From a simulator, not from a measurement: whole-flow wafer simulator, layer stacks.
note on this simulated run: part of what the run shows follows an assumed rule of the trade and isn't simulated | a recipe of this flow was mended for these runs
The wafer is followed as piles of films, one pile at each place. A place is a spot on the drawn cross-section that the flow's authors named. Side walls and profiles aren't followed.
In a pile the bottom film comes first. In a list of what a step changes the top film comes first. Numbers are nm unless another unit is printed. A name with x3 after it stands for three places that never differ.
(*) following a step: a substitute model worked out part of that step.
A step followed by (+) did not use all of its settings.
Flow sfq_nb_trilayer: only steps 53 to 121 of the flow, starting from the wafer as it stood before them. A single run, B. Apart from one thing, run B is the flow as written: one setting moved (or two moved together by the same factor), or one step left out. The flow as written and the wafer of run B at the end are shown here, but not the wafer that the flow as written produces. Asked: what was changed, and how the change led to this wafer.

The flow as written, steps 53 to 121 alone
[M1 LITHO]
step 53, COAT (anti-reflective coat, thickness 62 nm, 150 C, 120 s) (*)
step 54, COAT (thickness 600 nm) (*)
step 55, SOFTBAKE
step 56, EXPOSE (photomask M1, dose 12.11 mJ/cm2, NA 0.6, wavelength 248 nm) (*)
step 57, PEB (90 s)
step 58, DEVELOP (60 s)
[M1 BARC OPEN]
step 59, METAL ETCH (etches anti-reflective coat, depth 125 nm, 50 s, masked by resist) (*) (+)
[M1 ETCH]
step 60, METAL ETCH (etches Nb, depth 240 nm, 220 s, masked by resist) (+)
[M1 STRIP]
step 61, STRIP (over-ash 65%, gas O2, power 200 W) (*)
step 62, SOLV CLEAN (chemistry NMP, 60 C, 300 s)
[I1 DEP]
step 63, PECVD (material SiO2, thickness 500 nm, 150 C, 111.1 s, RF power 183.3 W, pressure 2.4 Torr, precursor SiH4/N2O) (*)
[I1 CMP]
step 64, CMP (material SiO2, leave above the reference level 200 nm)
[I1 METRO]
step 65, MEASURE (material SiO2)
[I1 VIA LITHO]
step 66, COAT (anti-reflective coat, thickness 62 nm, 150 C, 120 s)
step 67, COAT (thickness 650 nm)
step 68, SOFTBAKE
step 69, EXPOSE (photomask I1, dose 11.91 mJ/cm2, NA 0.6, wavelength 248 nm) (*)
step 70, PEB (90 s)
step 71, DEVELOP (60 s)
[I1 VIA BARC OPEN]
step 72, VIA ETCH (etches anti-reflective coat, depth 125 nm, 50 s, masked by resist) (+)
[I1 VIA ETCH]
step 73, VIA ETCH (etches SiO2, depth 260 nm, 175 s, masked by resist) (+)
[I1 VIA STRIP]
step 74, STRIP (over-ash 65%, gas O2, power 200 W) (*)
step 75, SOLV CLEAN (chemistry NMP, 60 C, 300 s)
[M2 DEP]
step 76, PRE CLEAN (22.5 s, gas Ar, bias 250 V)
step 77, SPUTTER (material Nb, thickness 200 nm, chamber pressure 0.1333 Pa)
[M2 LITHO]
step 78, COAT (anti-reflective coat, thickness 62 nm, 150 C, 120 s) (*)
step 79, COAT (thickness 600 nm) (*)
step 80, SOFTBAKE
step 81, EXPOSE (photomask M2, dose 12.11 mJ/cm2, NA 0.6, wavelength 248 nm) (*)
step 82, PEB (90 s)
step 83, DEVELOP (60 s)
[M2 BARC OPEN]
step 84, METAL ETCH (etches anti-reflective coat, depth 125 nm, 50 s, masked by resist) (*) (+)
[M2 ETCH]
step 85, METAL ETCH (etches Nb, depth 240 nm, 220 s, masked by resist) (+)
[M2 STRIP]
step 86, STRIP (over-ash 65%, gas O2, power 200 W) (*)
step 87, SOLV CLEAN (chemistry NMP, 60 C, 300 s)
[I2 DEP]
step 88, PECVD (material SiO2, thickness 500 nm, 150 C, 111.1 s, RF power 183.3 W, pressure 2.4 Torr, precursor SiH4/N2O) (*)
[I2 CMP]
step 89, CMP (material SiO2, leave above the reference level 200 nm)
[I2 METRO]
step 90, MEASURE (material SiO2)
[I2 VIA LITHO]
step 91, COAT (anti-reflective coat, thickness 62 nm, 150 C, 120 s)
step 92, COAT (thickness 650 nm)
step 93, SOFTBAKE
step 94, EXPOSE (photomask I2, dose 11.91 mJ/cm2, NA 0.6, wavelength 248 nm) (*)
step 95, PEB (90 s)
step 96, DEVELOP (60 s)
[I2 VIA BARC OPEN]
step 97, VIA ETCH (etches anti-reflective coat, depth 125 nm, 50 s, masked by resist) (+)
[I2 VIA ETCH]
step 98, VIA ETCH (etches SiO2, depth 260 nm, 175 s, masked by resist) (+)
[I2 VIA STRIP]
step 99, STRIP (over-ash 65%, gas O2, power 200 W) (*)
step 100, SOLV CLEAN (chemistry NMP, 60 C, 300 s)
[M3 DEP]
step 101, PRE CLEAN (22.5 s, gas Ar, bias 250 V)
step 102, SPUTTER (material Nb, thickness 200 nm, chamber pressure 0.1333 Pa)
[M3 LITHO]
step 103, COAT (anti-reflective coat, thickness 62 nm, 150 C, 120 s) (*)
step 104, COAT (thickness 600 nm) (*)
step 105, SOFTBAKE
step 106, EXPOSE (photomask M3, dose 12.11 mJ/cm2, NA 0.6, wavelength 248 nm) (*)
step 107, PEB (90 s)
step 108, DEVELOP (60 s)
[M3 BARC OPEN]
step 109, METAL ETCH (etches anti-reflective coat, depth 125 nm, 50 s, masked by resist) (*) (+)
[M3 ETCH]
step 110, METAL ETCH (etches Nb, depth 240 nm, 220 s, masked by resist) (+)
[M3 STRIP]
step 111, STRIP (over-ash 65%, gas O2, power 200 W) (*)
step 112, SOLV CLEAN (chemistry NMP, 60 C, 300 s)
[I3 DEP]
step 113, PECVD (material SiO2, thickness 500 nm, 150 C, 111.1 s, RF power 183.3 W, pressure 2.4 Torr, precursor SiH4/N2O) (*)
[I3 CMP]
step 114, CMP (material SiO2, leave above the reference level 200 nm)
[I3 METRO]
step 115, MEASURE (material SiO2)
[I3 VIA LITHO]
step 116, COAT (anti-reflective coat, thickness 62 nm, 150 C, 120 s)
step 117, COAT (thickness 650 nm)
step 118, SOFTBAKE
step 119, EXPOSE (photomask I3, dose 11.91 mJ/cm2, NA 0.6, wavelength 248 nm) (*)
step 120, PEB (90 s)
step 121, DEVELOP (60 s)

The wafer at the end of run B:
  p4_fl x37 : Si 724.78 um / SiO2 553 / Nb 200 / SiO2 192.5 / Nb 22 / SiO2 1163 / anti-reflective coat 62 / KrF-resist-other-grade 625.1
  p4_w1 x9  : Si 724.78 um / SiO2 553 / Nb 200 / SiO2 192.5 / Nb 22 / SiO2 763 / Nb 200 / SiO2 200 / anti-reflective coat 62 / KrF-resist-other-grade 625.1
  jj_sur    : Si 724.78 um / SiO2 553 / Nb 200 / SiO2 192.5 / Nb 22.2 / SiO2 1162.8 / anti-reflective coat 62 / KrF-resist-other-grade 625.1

The reason: step 59, METAL ETCH: etches anti-reflective coat, depth 125 nm, 50 s, masked by resist (*) (+), was omitted.

The path from the change to this, step by step:
  step 60, METAL ETCH (etches Nb, depth 240 nm, 220 s, masked by resist) (+)
      p4_fl x37, p4_w1 x9, p4_g1 x8, wl_d_sl x2, l0r_line_l x3, m0r_space_l x2: -62 anti-reflective coat (all of it), -178 Nb (in the flow as written it would be: -200 Nb (all of it), -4 SiO2)
      res, r_end, moat and 7 more: -62.3 anti-reflective coat (all of it), -177.7 Nb (in the flow as written it would be: -200 Nb (all of it), -4 SiO2)
      (and at 11 other places as well)
  step 61, STRIP (over-ash 65%, gas O2, power 200 W) (*)
      wl_j_sl x15, wl_d_m1: -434 KrF-resist-other-grade (all of it), -62 anti-reflective coat (all of it) (in the flow as written it would be: -364.6 KrF-resist-other-grade (all of it), -62 anti-reflective coat (all of it))
      v_sur: -431.3 KrF-resist-other-grade (all of it), -45.6 anti-reflective coat (all of it) (in the flow as written it would be: -361.9 KrF-resist-other-grade (all of it), -45.6 anti-reflective coat (all of it))
      (and at 7 other places as well)
  step 63, PECVD (material SiO2, thickness 500 nm, 150 C, 111.1 s, RF power 183.3 W, pressure 2.4 Torr, precursor SiH4/N2O) (*)
      field_l, be, be_sur and 72 more: +500 SiO2 (new film) (in the flow as written it would be: +500 SiO2)
      lsp_m, ln_m6, lsp_r, l0_sur, l0v: +500 SiO2 (new film) (in the flow as written it would be: +494.8 SiO2)
      (and at 2 other places as well)
  step 64, CMP (material SiO2, leave above the reference level 200 nm)
      p4_fl x37, p4_w1 x9, p4_g1 x8, l0r_line_l x3, m0r_space_l x2: -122 SiO2 (in the flow as written it would be: -96 SiO2)
      jj_sur, ce_l, c5j, ce_r, sp_r, be_r, r_sur: -122.2 SiO2 (in the flow as written it would be: -96 SiO2)
      (and at 14 other places as well)
With metal films that touch counted as one body, p4_fl x37 has 2 bodies (between them, from the top down: SiO2 192.5); the flow as written gives 1 body.
With metal films that touch counted as one body, p4_w1 x9 has 3 bodies (between them, from the top down: SiO2 763; SiO2 192.5); the flow as written gives 2 bodies (between them, from the top down: SiO2 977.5).
With metal films that touch counted as one body, jj_sur has 2 bodies (between them, from the top down: SiO2 192.5); the flow as written gives 1 body.
